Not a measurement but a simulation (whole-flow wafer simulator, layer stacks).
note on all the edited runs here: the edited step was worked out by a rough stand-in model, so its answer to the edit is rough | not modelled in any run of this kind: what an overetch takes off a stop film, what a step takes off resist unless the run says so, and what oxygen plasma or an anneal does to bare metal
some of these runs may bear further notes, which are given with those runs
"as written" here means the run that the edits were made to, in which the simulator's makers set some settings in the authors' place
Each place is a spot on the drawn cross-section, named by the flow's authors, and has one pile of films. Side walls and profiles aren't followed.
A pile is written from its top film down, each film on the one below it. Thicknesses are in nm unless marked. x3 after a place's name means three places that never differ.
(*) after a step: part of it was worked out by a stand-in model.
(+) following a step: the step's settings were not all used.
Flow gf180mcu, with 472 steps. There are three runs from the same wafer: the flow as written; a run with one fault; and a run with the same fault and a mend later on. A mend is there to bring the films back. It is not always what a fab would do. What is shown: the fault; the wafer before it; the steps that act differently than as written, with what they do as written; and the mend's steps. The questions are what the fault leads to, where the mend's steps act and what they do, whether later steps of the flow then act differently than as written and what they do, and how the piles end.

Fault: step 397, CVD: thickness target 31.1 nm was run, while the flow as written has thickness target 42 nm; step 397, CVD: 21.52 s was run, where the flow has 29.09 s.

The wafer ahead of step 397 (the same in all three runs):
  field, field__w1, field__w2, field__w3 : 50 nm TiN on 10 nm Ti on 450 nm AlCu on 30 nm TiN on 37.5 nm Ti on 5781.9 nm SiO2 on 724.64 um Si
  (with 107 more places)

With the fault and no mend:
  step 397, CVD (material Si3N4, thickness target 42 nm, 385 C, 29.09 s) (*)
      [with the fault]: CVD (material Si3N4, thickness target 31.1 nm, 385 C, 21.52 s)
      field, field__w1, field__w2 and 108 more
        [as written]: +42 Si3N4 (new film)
        [with the fault]: +31.1 Si3N4 (new film)
  Steps further on in the flow that do not act as written (6 other steps are not shown; they differ only slightly, by no more than 2% or 0.5 nm, whichever is larger):
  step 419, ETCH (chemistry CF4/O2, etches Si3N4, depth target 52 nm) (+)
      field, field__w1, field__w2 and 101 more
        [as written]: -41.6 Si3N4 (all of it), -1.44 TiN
        [with the fault]: -30.7 Si3N4 (all of it), -2.13 TiN
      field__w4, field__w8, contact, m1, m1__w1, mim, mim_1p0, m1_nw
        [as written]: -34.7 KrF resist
        [with the fault]: -30.7 KrF resist
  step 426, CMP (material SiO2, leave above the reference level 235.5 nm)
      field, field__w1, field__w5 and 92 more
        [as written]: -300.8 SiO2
        [with the fault]: -311.7 SiO2
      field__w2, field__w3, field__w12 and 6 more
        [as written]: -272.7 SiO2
        [with the fault]: -284.1 SiO2
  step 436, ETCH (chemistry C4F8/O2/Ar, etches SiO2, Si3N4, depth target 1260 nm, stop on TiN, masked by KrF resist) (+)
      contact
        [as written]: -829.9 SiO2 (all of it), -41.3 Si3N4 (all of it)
        [with the fault]: -829.9 SiO2 (all of it), -30.4 Si3N4 (all of it)
  The piles end different from the flow's at field__w4, field__w8, m1, m1__w1, mim, mim_1p0, m1_nw by more than 2% or 0.5 nm, whichever is larger.
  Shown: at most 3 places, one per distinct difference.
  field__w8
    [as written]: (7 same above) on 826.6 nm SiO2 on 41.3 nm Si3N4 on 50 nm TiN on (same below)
    [with the fault]: (7 same above) on 826.6 nm SiO2 on 30.4 nm Si3N4 on 50 nm TiN on (same below)
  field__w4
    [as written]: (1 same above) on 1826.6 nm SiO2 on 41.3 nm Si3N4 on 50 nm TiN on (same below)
    [with the fault]: (1 same above) on 1826.6 nm SiO2 on 30.4 nm Si3N4 on 50 nm TiN on (same below)
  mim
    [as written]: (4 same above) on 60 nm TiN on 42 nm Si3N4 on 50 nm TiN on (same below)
    [with the fault]: (4 same above) on 60 nm TiN on 31.1 nm Si3N4 on 50 nm TiN on (same below)

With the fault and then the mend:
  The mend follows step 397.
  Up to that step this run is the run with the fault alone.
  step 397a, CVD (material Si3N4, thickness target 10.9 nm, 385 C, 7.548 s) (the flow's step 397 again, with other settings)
      field, field__w1, field__w2 and 108 more
        +10.9 Si3N4
  Later steps of the flow that are run all act as written at every place that is followed, up to a difference of at most 2% or 0.5 nm, whichever is larger.
  When the end is reached, the piles differ only a little from the flow's at the places that both follow, at most by 2% or 0.5 nm, whichever is larger.
